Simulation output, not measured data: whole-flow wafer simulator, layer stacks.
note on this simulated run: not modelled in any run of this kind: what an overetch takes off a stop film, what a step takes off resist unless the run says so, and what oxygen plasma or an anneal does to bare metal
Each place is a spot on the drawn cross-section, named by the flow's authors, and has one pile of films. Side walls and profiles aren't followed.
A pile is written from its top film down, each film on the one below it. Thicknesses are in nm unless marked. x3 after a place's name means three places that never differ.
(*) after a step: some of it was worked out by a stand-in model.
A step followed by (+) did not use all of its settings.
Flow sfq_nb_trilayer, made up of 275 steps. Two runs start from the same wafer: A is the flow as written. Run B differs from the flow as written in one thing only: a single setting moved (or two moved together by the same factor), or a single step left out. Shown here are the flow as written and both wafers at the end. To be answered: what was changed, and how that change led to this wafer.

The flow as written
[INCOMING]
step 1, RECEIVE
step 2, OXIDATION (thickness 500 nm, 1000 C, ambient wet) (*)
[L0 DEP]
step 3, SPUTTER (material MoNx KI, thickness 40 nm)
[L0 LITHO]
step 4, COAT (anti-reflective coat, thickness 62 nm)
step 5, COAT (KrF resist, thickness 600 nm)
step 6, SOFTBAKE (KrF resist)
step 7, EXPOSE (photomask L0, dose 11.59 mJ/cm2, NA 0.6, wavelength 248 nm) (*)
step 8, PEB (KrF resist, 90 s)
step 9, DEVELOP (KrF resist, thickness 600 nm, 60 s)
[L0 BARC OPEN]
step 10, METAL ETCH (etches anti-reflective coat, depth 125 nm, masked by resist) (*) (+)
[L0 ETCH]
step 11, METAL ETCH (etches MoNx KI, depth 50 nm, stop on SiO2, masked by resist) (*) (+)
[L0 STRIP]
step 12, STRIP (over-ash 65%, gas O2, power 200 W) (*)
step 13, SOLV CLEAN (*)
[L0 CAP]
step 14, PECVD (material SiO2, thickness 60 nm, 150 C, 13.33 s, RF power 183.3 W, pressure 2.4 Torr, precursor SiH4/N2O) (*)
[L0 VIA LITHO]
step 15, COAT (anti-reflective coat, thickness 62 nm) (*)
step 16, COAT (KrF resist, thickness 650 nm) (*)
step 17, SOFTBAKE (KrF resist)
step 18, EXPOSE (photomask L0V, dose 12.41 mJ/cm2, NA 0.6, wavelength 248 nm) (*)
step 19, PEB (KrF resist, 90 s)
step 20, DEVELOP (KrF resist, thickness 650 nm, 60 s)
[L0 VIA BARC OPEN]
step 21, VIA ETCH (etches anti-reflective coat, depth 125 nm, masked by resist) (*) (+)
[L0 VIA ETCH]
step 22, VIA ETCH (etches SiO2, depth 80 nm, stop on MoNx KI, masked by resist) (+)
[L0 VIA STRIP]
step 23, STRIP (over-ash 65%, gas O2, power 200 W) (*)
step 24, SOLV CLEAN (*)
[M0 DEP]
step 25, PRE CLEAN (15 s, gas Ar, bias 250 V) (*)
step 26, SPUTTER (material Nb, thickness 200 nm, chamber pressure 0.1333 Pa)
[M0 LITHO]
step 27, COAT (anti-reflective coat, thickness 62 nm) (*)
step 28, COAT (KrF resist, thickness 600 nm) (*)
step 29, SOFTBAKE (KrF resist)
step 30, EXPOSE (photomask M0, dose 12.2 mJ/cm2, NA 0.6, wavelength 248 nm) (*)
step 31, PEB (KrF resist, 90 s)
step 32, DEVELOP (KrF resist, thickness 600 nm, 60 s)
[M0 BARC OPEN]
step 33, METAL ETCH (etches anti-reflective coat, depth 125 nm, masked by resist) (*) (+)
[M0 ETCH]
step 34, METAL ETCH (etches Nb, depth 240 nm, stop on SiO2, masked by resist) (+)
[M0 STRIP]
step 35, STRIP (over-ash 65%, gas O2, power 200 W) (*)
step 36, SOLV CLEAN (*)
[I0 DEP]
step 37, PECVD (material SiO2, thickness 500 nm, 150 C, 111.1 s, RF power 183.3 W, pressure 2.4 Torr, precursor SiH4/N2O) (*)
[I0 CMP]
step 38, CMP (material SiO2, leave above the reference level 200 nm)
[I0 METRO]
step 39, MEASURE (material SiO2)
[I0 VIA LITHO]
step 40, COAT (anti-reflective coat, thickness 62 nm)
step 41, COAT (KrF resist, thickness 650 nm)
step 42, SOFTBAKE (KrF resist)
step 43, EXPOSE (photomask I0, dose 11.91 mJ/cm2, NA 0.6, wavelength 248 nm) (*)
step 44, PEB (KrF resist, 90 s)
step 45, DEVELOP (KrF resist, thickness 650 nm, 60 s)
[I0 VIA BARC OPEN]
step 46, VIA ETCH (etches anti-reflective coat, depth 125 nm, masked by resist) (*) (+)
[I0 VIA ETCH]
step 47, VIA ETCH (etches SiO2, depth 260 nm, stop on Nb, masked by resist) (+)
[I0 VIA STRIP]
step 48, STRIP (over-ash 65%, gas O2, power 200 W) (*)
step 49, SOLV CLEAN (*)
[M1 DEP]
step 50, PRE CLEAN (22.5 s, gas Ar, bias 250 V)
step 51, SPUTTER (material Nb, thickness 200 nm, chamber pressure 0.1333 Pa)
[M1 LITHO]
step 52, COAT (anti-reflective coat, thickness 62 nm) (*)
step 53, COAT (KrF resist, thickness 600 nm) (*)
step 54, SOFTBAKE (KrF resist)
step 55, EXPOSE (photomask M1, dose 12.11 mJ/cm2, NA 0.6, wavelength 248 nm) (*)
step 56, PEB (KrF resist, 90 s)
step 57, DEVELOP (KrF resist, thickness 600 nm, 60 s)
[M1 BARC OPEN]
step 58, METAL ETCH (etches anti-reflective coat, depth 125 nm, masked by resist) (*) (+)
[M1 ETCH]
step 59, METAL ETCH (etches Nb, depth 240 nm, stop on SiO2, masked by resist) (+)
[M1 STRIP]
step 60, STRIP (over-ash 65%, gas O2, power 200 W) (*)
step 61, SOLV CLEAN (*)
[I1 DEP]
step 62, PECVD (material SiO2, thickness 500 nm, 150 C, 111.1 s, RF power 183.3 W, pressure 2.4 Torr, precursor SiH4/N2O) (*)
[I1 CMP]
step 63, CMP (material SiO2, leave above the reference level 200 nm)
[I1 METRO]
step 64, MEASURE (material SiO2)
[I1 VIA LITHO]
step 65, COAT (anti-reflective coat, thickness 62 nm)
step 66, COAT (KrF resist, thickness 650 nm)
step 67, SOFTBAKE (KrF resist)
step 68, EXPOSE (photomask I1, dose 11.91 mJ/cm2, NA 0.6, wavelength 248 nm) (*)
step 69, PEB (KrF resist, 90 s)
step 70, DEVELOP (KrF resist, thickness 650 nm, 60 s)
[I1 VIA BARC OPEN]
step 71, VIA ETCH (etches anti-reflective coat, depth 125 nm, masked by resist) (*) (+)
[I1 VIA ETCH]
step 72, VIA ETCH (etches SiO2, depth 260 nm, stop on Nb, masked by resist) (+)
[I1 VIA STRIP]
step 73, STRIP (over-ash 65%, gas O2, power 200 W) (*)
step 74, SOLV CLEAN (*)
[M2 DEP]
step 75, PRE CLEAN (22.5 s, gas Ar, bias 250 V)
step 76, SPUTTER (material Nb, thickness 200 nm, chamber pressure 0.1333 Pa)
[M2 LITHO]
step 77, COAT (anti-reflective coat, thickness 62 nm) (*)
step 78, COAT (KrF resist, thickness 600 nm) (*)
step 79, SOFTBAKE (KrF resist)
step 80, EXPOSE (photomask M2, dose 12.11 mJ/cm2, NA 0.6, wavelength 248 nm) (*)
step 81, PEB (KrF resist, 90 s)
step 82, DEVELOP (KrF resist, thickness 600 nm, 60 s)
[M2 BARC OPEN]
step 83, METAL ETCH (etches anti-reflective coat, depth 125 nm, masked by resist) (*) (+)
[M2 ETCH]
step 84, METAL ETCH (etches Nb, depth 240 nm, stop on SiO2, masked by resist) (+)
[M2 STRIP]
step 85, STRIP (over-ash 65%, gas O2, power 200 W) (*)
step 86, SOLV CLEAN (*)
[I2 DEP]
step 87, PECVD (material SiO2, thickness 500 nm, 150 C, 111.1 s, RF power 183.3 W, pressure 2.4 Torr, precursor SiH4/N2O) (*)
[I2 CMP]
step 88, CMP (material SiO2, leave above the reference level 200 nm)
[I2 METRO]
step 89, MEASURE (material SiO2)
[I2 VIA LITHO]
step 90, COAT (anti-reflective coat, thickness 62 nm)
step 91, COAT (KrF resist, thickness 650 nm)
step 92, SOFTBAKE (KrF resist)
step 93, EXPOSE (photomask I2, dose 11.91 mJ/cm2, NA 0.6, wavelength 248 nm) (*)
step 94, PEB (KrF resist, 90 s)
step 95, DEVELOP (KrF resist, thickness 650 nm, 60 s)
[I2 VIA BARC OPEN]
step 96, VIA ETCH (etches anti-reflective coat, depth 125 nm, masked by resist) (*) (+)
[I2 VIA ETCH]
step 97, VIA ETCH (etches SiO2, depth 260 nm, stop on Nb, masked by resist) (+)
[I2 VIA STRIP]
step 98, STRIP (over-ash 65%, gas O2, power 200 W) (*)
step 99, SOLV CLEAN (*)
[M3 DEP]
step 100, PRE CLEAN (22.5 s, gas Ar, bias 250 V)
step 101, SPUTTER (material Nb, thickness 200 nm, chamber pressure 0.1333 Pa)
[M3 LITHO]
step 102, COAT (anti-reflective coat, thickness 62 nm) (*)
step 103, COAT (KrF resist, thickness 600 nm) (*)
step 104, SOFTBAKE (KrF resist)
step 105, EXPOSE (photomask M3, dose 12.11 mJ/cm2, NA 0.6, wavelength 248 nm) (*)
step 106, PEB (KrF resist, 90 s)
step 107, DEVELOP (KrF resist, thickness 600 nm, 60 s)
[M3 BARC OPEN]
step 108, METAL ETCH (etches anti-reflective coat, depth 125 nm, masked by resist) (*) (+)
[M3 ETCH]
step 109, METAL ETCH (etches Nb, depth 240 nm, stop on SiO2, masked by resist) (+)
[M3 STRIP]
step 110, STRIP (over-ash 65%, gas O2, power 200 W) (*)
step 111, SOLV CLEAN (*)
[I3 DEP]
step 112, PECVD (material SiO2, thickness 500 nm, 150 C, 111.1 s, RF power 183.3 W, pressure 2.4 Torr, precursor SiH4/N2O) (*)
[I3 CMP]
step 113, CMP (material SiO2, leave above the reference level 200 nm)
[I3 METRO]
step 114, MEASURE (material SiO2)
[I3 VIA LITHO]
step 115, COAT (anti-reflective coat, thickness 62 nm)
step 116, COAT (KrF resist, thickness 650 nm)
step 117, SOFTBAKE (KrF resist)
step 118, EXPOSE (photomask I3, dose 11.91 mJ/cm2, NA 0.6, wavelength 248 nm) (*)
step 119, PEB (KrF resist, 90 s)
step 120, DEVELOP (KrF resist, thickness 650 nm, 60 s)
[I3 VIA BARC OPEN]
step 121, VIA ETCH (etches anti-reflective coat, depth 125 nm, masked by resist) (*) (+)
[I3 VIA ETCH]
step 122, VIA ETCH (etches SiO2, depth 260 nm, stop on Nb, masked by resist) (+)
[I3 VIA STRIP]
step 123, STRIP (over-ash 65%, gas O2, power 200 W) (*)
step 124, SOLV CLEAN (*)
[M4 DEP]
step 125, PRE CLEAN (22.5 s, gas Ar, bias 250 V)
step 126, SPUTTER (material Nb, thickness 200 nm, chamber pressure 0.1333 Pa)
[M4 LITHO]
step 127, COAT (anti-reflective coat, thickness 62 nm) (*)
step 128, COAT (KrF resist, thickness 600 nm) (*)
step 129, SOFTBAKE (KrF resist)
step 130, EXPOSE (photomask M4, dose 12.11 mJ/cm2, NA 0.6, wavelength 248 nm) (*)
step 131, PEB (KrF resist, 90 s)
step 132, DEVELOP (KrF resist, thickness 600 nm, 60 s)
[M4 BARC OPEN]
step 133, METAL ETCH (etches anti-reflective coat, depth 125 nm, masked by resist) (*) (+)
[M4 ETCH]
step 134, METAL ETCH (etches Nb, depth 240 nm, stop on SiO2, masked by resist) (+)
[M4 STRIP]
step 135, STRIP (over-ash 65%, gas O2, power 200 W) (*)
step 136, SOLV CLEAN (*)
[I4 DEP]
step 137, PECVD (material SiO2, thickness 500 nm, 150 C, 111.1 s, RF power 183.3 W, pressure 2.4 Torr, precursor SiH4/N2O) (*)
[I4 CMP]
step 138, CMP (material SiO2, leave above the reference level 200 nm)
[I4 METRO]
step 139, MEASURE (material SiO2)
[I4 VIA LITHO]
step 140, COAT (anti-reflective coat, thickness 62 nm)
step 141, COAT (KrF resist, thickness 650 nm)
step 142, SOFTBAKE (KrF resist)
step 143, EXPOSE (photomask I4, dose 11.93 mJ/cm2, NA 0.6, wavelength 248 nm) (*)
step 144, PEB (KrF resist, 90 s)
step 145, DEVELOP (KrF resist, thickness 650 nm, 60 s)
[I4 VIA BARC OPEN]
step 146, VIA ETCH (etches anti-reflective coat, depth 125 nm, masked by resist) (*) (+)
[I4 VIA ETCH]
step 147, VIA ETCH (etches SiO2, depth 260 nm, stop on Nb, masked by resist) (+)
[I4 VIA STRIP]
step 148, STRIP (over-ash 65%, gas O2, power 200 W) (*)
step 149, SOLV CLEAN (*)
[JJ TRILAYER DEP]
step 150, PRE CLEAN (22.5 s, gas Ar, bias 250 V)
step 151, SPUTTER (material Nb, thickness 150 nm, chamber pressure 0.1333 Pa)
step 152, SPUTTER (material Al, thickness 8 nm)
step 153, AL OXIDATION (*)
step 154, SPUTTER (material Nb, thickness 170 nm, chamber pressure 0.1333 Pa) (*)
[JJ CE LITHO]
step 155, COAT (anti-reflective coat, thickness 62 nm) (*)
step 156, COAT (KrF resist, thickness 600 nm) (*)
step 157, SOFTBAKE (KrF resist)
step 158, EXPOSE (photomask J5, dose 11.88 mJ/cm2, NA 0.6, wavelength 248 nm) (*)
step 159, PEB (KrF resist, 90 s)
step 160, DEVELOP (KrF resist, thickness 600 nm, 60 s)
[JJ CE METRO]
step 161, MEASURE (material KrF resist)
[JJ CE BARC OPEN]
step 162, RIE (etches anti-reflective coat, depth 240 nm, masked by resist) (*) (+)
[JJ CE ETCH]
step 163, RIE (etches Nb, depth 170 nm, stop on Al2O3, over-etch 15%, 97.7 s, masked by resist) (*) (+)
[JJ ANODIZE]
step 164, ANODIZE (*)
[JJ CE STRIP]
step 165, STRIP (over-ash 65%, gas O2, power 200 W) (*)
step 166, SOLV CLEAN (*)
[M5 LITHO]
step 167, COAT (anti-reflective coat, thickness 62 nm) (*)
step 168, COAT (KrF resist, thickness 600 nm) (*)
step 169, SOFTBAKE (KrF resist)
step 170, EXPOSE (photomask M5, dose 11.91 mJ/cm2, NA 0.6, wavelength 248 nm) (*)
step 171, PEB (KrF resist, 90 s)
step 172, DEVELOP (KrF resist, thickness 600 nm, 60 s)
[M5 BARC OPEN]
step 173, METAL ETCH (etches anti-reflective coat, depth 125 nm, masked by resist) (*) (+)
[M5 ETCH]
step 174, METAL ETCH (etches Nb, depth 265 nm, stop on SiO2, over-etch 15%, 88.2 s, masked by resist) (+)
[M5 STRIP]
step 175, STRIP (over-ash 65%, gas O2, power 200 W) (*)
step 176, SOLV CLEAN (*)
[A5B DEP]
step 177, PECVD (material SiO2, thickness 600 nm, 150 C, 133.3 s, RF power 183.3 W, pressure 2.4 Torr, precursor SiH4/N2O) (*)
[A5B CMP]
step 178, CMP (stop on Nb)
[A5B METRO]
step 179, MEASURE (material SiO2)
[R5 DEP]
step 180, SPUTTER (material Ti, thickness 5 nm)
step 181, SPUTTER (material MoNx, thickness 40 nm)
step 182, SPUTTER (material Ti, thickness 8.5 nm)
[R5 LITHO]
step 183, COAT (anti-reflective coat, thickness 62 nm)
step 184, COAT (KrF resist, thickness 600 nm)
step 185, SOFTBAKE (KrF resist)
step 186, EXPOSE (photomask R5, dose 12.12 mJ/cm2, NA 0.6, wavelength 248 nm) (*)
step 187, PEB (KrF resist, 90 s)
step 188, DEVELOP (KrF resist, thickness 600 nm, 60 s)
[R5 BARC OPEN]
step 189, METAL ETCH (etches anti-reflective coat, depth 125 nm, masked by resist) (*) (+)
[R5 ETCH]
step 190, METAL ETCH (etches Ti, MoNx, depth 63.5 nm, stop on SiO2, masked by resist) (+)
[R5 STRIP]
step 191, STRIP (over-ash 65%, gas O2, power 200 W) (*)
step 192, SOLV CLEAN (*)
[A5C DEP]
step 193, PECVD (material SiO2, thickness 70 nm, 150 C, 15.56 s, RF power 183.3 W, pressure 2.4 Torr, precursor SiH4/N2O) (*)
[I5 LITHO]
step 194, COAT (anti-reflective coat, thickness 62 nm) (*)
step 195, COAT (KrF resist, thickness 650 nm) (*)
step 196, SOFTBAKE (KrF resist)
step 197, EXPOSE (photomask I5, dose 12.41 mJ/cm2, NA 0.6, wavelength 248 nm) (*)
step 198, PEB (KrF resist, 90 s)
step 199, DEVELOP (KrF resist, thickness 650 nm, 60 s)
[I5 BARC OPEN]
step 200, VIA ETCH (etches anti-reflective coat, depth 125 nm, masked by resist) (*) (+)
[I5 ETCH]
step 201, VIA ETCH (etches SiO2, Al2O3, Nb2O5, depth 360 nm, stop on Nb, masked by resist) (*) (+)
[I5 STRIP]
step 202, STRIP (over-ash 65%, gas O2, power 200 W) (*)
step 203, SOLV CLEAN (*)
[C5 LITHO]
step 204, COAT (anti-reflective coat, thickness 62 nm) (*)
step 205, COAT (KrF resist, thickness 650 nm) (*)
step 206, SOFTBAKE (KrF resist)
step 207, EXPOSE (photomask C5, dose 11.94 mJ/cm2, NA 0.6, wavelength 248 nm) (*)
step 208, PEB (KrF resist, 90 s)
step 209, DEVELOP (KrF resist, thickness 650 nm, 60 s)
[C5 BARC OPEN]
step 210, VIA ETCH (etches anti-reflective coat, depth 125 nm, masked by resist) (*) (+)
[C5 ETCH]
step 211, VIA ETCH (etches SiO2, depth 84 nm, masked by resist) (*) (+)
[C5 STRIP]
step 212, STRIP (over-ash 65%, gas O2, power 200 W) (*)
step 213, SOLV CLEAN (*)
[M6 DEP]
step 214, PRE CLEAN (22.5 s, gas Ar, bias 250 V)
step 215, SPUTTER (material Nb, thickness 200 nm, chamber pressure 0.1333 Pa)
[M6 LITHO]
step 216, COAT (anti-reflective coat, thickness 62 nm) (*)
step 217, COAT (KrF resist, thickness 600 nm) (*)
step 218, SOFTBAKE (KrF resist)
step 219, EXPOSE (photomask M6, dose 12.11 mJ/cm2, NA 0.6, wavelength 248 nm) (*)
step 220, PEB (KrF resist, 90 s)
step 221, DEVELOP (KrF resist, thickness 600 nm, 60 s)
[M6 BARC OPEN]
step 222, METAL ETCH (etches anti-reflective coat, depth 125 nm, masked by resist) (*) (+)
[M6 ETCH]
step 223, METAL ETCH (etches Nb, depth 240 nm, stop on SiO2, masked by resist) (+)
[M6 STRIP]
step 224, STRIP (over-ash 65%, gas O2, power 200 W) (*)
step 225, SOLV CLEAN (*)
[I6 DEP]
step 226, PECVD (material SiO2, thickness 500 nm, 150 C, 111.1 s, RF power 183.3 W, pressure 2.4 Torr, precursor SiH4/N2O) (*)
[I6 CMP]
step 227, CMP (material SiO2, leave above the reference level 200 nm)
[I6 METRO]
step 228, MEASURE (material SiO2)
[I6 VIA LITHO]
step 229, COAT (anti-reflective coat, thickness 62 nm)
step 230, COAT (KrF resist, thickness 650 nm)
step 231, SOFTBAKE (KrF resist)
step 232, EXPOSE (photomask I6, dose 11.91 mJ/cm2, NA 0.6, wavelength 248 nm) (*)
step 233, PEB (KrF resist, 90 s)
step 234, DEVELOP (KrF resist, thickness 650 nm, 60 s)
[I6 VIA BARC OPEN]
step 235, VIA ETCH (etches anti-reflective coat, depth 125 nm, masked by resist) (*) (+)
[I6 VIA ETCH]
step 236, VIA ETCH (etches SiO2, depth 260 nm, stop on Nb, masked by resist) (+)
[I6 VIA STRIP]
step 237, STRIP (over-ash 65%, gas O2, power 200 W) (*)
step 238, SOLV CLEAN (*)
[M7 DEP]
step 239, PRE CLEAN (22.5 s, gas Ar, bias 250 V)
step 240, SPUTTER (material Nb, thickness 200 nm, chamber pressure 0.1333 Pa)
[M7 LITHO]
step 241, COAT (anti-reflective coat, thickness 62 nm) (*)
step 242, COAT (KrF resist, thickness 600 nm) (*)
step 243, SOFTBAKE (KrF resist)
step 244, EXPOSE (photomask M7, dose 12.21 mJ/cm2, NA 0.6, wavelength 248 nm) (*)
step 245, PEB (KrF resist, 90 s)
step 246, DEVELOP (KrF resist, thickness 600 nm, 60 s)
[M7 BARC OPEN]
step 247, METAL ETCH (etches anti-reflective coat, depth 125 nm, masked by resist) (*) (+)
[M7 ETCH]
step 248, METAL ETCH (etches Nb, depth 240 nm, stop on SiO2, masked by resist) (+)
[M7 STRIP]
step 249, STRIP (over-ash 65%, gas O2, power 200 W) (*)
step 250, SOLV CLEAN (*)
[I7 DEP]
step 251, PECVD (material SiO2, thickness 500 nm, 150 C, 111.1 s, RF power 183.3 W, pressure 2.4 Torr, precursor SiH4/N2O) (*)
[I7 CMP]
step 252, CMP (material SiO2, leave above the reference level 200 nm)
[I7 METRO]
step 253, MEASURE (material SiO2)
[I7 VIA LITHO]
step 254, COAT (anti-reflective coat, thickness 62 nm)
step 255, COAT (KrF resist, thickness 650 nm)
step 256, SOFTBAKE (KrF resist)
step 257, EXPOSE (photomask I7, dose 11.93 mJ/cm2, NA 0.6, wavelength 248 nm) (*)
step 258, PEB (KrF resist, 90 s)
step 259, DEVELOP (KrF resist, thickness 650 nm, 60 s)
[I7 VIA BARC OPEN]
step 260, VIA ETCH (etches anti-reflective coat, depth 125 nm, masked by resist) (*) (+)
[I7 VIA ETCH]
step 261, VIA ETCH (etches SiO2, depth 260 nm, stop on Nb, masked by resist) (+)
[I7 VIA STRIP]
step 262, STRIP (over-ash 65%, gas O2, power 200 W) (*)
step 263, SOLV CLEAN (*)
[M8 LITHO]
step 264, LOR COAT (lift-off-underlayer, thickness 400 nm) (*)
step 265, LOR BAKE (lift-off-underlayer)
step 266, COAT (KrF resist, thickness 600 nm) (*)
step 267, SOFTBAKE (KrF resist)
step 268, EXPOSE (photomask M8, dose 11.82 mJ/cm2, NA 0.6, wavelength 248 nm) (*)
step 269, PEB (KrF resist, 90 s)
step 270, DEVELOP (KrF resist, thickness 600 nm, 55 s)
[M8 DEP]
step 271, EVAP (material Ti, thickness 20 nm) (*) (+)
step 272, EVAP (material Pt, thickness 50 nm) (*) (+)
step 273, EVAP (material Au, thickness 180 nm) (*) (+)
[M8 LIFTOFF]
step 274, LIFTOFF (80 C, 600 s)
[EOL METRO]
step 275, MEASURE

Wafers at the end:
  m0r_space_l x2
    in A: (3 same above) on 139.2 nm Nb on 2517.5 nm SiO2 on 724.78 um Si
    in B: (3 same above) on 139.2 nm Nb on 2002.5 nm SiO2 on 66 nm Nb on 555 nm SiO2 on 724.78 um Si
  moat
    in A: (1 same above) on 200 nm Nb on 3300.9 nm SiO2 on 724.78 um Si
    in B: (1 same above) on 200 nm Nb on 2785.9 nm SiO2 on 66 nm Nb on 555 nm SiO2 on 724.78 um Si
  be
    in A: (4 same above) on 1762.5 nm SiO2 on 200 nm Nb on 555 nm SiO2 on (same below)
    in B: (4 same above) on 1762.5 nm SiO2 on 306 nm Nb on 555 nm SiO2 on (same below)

Cause: step 26, SPUTTER: thickness 306 nm was run, whereas the flow has thickness 200 nm.
The wafer itself shows it: be has Nb 306, and step 26 as written asks for 200 nm.

How this came from the change, step by step:
  step 26, SPUTTER (material Nb, thickness 200 nm, chamber pressure 0.1333 Pa)
      field_l, v_sur, via_wl and 102 more: A Nb gains 200 (new film) | B Nb gains 306 (new film)
      l0v: A Nb gains 195.7 (new film) | B Nb gains 302 (new film)
  step 34, METAL ETCH (etches Nb, depth 240 nm, stop on SiO2, masked by resist) (+)
      moat, m0r_space_l x2: A Nb loses 200 (all of it) | B Nb loses 240
  step 37, PECVD (material SiO2, thickness 500 nm, 150 C, 111.1 s, RF power 183.3 W, pressure 2.4 Torr, precursor SiH4/N2O) (*)
      moat, m0r_space_l x2: A SiO2 gains 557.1 | B SiO2 gains 597.1 (new film)
With metal films that touch counted as one body, m0r_space_l x2 has 2 bodies (between them, from the top down: SiO2 2002.5); the flow as written gives 1 body.
With metal films that touch counted as one body, moat has 2 bodies (between them, from the top down: SiO2 2785.9); the flow as written gives 1 body.
